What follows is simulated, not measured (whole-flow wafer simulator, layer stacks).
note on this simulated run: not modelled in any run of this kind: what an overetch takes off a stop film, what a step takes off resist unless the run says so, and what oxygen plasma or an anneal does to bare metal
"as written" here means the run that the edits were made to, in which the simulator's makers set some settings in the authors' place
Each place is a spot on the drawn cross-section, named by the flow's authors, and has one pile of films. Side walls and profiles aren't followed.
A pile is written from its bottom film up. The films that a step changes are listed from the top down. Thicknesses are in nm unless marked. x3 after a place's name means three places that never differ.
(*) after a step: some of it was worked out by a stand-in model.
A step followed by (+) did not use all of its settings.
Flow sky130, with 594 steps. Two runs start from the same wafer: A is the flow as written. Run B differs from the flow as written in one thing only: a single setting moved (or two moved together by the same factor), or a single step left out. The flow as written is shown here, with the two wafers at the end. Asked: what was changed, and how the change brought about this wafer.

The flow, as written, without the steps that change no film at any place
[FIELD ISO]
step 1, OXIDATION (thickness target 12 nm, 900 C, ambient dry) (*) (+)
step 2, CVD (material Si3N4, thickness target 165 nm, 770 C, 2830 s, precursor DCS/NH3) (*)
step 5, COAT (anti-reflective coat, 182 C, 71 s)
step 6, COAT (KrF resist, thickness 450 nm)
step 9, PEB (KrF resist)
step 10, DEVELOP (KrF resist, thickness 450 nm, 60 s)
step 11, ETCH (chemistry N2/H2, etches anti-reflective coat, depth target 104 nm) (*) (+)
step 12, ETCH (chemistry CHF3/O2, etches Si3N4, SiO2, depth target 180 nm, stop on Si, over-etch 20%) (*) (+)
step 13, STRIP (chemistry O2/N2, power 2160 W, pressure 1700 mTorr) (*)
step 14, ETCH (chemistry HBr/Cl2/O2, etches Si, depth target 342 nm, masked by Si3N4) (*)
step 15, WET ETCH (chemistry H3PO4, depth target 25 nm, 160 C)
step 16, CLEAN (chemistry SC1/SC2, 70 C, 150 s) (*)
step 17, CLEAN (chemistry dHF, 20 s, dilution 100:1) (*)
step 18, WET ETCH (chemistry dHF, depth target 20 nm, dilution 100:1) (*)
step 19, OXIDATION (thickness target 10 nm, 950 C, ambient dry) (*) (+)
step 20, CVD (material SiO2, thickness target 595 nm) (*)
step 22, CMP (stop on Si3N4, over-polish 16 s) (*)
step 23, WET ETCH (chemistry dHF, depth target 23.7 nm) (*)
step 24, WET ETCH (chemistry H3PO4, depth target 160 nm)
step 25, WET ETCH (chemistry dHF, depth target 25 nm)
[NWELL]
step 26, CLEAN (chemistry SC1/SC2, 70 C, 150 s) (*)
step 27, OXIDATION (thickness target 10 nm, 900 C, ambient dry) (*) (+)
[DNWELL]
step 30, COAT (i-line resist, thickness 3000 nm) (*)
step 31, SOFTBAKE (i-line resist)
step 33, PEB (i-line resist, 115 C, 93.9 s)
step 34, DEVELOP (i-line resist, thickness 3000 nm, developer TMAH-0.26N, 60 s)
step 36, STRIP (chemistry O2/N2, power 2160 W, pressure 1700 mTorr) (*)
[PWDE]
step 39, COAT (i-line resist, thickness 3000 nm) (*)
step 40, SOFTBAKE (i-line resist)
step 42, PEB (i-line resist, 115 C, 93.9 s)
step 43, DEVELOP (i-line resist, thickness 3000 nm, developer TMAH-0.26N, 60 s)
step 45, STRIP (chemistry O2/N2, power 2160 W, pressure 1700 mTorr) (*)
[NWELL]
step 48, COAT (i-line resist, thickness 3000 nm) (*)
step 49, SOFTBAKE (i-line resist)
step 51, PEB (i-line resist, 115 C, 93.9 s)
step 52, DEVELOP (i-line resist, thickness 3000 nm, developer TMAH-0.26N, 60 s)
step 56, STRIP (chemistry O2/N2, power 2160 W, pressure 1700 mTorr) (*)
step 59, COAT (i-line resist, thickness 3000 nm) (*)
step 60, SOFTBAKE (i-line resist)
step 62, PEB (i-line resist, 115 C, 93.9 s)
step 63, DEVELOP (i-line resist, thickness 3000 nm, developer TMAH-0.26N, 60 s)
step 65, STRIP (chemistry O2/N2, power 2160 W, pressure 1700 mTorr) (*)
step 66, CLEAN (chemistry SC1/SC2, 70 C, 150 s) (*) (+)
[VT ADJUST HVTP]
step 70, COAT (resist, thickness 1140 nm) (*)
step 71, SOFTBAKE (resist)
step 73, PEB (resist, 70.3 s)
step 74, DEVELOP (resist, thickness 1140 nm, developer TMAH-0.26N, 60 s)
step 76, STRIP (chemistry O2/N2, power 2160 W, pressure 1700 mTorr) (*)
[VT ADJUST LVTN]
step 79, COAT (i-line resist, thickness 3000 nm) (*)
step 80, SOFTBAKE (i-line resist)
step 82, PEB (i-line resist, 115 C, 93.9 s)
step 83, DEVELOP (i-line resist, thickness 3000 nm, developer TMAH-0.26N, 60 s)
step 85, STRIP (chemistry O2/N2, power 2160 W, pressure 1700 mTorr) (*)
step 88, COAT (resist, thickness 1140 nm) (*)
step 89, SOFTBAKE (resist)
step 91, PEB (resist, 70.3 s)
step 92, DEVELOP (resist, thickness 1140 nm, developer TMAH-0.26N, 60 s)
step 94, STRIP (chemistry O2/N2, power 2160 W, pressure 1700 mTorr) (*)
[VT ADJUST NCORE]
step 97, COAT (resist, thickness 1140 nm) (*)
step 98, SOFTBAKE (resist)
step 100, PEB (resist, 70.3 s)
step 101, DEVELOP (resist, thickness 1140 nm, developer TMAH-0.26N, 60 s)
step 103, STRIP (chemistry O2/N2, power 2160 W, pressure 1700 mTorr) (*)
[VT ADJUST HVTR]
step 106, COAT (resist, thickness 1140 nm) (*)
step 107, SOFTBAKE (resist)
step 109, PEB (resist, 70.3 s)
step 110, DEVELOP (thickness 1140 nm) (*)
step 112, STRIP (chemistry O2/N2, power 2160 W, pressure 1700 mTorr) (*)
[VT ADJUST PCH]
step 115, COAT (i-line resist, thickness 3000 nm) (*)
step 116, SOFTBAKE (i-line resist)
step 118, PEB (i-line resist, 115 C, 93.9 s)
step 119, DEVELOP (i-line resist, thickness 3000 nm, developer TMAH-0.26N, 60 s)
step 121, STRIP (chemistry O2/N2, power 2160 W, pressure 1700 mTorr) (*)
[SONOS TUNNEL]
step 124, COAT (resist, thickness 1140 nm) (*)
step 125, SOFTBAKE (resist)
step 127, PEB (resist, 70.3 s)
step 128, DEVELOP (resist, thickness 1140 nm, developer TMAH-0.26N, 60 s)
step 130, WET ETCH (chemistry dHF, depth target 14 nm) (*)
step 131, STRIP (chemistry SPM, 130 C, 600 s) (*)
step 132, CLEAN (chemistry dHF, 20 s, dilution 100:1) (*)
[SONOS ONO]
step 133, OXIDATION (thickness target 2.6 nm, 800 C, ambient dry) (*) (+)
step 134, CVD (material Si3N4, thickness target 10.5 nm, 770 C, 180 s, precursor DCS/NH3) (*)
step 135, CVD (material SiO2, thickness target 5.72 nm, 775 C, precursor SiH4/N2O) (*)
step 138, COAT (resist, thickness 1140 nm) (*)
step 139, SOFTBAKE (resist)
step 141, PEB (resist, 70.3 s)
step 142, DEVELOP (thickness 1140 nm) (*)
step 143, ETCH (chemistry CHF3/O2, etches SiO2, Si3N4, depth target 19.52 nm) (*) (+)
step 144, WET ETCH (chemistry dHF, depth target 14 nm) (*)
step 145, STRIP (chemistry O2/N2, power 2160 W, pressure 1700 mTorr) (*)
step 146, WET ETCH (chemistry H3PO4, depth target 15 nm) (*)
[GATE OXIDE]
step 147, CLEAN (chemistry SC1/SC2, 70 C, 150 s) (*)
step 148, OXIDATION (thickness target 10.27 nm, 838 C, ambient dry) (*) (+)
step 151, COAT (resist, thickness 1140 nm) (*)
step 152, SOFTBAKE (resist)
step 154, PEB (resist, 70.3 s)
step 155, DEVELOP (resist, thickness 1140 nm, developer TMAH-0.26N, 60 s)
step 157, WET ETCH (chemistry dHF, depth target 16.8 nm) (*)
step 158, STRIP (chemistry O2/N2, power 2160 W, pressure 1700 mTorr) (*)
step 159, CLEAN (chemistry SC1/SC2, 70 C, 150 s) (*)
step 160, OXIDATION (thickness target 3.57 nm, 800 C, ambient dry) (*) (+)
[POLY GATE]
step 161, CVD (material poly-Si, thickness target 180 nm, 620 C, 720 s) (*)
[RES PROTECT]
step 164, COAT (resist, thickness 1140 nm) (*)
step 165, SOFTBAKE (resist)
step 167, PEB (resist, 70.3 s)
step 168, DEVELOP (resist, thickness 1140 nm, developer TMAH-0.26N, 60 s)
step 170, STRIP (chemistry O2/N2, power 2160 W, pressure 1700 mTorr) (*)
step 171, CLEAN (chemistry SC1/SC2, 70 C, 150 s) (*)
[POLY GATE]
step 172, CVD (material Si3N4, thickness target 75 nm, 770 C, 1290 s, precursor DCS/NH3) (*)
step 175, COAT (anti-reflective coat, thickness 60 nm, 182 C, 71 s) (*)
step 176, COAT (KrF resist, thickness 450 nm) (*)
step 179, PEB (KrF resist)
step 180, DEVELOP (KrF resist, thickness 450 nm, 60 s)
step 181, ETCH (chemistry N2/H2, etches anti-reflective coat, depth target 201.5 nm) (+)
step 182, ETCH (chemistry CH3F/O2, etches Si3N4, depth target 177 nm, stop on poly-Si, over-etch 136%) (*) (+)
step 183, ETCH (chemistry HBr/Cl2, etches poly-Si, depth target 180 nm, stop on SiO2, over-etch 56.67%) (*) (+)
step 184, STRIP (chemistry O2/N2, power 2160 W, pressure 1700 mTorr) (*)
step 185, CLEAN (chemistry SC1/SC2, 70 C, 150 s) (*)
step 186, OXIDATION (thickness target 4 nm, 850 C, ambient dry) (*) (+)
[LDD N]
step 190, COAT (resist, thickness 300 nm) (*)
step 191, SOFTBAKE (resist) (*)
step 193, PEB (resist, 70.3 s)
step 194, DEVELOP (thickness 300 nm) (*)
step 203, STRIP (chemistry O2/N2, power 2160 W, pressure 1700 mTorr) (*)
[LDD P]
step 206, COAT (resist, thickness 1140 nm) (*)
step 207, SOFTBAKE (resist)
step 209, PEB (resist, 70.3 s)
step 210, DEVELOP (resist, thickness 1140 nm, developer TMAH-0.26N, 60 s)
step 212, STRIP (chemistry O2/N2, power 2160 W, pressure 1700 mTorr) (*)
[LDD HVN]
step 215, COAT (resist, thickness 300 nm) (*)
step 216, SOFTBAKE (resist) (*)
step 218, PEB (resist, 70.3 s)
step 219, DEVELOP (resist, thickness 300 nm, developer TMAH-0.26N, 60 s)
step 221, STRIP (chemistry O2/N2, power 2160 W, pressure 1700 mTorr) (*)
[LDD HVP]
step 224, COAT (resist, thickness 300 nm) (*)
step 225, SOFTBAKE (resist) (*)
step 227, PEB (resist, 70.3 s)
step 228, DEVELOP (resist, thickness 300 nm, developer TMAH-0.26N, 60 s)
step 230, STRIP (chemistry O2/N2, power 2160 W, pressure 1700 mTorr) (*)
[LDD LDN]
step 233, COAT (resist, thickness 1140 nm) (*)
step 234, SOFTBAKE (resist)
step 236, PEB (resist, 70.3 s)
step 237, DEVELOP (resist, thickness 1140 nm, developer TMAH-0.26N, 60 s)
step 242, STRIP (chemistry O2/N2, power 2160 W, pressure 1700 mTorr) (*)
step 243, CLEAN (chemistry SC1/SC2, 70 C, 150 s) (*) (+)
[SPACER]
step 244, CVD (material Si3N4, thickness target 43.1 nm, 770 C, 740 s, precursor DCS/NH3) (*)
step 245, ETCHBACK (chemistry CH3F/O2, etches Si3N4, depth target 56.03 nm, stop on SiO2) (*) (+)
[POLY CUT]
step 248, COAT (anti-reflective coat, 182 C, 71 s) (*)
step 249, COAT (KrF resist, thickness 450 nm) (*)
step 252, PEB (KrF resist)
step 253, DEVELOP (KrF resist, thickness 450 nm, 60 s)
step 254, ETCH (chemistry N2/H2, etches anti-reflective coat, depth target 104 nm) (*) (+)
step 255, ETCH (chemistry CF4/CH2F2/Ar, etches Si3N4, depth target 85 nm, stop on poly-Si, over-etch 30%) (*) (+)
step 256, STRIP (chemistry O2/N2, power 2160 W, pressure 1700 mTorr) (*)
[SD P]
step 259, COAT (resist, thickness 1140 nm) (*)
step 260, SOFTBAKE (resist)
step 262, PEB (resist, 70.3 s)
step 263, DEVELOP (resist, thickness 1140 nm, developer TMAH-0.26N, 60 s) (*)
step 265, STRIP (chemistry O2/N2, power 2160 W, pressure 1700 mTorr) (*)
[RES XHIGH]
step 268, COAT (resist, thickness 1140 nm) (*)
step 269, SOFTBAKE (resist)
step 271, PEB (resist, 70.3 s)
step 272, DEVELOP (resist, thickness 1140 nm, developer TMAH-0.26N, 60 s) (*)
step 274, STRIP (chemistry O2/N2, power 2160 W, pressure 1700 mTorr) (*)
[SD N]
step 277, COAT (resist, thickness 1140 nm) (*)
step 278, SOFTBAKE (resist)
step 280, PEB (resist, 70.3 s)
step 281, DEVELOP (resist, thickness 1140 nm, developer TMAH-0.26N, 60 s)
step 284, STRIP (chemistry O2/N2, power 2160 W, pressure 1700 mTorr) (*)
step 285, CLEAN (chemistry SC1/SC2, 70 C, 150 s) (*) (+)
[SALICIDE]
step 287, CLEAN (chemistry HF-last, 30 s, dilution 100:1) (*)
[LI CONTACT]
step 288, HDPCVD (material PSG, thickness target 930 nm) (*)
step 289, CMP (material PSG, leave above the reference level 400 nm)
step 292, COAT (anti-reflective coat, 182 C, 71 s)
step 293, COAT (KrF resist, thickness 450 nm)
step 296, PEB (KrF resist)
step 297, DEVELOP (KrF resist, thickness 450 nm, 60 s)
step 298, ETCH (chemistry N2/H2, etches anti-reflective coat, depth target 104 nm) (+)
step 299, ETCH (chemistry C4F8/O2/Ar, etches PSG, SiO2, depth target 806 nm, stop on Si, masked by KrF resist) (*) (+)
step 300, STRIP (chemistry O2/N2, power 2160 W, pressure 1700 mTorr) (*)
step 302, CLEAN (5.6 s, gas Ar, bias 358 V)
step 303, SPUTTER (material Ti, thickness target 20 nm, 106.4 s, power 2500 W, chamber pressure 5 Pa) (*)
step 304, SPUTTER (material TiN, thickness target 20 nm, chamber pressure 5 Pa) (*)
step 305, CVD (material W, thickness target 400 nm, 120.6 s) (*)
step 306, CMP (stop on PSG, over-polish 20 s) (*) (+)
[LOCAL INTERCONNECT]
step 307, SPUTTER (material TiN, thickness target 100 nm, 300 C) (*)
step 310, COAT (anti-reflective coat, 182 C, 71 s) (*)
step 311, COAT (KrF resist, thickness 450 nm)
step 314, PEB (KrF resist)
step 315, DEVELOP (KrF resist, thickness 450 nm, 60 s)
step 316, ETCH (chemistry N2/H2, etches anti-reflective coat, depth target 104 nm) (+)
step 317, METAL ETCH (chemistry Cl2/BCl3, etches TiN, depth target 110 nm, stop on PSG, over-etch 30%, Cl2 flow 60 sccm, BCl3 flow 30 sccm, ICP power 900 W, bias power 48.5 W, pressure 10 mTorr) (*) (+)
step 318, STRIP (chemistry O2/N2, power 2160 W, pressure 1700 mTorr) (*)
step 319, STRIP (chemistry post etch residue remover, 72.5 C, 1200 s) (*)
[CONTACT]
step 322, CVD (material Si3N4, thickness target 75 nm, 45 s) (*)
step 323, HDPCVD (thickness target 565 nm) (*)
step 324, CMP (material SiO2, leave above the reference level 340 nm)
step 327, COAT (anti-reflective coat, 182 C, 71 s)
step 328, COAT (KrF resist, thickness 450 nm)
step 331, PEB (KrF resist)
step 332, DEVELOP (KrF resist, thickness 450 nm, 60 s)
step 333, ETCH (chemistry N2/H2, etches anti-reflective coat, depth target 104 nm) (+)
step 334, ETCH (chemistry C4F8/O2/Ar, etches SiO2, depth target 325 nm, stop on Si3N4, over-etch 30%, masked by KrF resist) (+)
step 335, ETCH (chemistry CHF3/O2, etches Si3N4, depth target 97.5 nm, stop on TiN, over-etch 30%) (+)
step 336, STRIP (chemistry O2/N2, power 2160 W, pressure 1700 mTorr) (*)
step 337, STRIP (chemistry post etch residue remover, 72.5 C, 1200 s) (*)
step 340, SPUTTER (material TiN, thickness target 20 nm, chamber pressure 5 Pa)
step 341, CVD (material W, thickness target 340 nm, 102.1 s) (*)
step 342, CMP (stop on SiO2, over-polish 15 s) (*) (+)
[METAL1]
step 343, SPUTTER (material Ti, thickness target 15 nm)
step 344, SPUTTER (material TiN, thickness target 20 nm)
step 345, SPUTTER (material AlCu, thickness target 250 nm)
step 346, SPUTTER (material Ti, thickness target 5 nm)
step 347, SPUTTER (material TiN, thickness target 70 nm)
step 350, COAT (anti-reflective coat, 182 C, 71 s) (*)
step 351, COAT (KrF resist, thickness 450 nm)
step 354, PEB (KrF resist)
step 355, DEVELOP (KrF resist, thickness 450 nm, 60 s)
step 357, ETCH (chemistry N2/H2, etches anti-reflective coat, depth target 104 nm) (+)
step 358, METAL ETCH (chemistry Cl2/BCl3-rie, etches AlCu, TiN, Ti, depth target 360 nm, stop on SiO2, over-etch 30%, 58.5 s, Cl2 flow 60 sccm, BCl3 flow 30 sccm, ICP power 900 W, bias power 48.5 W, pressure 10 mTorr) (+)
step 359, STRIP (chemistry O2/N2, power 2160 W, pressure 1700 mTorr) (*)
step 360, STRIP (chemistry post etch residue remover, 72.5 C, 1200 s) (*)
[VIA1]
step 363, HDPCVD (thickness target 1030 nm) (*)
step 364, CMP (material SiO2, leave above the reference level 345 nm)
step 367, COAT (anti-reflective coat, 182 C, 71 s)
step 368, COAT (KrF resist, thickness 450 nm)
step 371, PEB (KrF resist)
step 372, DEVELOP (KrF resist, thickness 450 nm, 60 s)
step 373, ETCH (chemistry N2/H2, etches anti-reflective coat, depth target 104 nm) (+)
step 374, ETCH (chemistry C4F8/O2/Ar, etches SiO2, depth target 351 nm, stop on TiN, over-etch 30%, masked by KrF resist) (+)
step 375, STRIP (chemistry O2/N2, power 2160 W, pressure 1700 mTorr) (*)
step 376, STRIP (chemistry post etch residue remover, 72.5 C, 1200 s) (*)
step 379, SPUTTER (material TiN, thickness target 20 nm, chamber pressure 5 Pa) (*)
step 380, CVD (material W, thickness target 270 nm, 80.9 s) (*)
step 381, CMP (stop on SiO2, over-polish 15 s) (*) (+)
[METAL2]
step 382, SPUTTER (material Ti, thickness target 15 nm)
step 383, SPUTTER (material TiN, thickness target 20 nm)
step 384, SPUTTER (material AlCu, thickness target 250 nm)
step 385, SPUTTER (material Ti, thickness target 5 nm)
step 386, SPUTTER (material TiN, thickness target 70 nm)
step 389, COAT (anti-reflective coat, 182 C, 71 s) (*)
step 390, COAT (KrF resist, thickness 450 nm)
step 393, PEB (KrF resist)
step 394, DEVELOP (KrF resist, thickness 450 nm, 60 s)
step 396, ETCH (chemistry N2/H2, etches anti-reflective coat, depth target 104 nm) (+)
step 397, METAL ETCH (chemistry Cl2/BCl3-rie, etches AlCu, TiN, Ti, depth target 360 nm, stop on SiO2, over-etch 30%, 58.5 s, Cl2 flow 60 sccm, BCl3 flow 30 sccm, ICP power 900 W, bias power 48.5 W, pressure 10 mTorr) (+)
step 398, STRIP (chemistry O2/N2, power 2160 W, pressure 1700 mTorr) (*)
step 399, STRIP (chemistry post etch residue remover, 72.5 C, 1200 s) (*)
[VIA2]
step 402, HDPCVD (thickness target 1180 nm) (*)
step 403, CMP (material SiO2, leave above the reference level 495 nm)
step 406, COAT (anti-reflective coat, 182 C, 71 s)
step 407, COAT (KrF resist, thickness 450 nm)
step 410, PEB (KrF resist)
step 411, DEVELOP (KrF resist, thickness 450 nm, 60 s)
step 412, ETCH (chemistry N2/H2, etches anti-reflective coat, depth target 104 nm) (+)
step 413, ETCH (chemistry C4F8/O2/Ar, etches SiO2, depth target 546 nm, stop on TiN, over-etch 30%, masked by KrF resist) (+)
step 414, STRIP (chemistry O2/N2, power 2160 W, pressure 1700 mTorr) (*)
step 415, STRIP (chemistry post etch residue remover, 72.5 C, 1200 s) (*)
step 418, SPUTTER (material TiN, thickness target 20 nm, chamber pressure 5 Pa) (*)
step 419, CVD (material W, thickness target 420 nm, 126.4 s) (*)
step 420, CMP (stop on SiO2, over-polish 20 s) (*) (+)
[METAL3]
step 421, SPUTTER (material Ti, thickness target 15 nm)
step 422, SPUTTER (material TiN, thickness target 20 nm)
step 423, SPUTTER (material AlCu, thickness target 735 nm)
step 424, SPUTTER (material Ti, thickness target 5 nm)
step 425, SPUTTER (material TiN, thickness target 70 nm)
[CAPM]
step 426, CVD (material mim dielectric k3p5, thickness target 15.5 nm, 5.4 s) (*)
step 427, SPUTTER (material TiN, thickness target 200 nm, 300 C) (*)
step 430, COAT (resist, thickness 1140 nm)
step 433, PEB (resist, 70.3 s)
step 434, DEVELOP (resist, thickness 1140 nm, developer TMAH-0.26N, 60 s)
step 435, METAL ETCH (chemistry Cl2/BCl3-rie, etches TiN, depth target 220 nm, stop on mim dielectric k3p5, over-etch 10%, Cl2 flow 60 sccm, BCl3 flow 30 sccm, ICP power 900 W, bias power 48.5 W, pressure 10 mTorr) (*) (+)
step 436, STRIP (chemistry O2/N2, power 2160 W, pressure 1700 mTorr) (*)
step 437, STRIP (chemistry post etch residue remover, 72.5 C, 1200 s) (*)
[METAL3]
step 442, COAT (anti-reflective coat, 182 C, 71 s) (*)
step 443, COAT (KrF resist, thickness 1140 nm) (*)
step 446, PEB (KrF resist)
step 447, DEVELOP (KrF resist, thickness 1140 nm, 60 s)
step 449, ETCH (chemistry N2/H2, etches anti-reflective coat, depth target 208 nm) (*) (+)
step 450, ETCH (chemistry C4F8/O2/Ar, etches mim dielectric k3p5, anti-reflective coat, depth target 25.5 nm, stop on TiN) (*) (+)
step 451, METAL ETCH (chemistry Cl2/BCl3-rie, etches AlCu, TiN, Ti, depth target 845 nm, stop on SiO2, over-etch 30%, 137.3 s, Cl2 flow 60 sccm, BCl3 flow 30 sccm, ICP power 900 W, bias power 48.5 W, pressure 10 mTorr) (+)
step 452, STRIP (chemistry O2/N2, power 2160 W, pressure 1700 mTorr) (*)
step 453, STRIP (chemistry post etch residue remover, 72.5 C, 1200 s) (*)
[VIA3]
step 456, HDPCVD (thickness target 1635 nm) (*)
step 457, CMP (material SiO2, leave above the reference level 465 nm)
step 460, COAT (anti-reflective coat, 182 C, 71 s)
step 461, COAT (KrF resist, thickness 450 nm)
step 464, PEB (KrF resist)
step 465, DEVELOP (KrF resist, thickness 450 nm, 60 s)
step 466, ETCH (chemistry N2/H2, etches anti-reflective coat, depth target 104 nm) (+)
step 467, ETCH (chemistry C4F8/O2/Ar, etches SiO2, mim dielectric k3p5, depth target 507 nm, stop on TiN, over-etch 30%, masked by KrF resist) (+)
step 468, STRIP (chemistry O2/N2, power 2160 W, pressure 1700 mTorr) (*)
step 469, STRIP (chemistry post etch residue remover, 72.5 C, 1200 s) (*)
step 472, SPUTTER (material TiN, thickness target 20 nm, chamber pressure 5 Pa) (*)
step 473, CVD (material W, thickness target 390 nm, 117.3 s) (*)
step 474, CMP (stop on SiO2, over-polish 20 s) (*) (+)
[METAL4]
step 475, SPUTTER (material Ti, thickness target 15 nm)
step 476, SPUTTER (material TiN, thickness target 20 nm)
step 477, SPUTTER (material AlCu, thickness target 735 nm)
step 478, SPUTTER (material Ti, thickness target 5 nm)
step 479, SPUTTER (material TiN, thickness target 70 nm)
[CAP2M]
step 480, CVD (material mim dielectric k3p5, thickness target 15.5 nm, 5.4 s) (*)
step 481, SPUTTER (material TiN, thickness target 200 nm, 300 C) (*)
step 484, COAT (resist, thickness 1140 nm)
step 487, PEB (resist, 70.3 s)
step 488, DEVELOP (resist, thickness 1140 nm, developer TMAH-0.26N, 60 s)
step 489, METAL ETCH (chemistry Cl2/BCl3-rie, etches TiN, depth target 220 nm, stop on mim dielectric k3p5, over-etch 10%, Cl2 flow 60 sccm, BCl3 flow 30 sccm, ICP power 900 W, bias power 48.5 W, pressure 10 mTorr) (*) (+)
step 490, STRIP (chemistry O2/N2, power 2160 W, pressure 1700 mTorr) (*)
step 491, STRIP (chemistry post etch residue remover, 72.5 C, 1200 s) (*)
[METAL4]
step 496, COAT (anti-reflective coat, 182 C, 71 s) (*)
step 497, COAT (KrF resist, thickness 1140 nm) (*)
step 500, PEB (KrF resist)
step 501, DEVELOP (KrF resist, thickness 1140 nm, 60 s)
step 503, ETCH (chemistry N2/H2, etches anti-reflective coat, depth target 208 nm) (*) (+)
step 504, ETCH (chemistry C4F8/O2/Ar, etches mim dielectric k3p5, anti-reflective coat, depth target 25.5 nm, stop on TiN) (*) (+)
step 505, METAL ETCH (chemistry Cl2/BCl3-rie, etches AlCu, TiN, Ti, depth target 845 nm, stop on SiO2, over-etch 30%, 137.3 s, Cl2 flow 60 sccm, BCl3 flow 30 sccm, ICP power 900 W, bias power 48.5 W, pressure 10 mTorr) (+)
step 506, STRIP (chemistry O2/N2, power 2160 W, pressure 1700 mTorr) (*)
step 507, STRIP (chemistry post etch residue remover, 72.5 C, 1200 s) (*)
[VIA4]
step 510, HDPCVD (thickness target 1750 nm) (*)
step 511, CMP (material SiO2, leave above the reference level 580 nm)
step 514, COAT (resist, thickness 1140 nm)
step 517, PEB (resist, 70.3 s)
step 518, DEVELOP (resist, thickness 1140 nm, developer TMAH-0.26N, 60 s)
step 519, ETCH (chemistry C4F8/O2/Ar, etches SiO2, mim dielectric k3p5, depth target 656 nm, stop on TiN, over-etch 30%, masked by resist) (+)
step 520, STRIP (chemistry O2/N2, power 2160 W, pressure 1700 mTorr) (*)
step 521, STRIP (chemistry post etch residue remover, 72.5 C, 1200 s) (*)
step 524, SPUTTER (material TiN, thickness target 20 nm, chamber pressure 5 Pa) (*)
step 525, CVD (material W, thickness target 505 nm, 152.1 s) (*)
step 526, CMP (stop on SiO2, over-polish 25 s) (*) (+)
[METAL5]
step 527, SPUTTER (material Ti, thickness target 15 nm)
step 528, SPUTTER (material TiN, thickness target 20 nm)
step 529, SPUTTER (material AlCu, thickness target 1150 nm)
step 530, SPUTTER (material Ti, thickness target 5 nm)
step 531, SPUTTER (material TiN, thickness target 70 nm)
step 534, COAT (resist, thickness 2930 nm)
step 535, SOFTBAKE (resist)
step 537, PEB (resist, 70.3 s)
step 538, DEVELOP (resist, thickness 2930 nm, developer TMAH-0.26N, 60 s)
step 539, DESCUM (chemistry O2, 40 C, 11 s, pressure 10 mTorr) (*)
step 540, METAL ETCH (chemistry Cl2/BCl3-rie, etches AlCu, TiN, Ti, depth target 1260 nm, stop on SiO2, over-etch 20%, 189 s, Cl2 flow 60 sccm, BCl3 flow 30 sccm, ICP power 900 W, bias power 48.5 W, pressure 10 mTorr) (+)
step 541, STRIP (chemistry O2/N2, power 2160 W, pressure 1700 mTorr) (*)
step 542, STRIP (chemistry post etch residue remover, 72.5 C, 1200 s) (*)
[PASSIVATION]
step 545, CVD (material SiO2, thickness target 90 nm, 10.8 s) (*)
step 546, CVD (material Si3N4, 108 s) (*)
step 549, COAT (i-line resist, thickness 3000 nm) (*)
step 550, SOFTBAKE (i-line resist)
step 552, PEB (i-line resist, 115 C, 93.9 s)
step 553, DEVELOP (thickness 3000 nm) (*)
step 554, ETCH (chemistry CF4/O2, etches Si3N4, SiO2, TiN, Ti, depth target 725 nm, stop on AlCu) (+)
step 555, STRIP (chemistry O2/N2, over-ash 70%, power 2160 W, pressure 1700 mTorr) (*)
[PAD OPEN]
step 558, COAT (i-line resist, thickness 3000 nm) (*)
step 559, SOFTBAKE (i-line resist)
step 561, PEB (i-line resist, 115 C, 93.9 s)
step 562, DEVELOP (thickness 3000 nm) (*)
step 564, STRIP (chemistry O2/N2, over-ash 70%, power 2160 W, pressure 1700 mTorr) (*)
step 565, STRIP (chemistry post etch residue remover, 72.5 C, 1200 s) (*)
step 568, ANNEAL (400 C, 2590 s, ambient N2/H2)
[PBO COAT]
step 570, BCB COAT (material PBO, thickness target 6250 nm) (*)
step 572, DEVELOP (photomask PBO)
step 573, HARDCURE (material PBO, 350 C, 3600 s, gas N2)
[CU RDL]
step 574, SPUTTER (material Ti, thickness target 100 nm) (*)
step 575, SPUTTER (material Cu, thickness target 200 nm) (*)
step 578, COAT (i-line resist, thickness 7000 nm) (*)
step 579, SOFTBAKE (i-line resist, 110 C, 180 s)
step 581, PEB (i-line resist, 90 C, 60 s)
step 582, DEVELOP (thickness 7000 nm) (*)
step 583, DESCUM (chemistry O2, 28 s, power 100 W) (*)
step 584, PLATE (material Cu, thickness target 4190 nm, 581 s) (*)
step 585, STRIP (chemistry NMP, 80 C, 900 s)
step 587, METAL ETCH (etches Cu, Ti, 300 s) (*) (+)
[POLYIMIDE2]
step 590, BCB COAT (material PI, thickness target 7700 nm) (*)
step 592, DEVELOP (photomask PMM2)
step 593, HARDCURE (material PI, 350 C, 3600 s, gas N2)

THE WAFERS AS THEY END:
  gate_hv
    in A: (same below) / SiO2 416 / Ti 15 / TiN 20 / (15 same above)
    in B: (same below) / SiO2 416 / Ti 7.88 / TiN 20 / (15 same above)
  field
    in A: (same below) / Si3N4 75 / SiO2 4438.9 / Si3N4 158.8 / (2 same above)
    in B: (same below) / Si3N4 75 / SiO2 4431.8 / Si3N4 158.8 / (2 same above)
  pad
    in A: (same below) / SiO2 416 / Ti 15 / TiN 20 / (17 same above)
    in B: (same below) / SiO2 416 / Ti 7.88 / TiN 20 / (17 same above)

Cause: step 421, SPUTTER: thickness target 7.88 nm was run, whereas the flow has thickness target 15 nm.
One can read it off the wafer: gate_hv has Ti 7.88, and step 421 as written asks for 15 nm.

Step by step, how the change led to this:
  step 421, SPUTTER (material Ti, thickness target 15 nm)
      field, active, n_well and 188 more: A +15 Ti (new film) | B +7.88 Ti (new film)
  step 451, METAL ETCH (chemistry Cl2/BCl3-rie, etches AlCu, TiN, Ti, depth target 845 nm, stop on SiO2, over-etch 30%, 137.3 s, Cl2 flow 60 sccm, BCl3 flow 30 sccm, ICP power 900 W, bias power 48.5 W, pressure 10 mTorr) (+)
      field, gate, spacer and 68 more: A -70 TiN (all of it), -5 Ti (all of it), -735 AlCu (all of it), -20 TiN (all of it), -15 Ti (all of it), -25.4 SiO2 | B -70 TiN (all of it), -5 Ti (all of it), -735 AlCu (all of it), -20 TiN (all of it), -7.88 Ti (all of it), -26.1 SiO2
      active, vpp_ln, vpp_iso2 and 11 more: A -70 TiN (all of it), -5 Ti (all of it), -735 AlCu (all of it), -20 TiN (all of it), -15 Ti (all of it), -25.3 SiO2 | B -70 TiN (all of it), -5 Ti (all of it), -735 AlCu (all of it), -20 TiN (all of it), -7.88 Ti (all of it), -26.1 SiO2
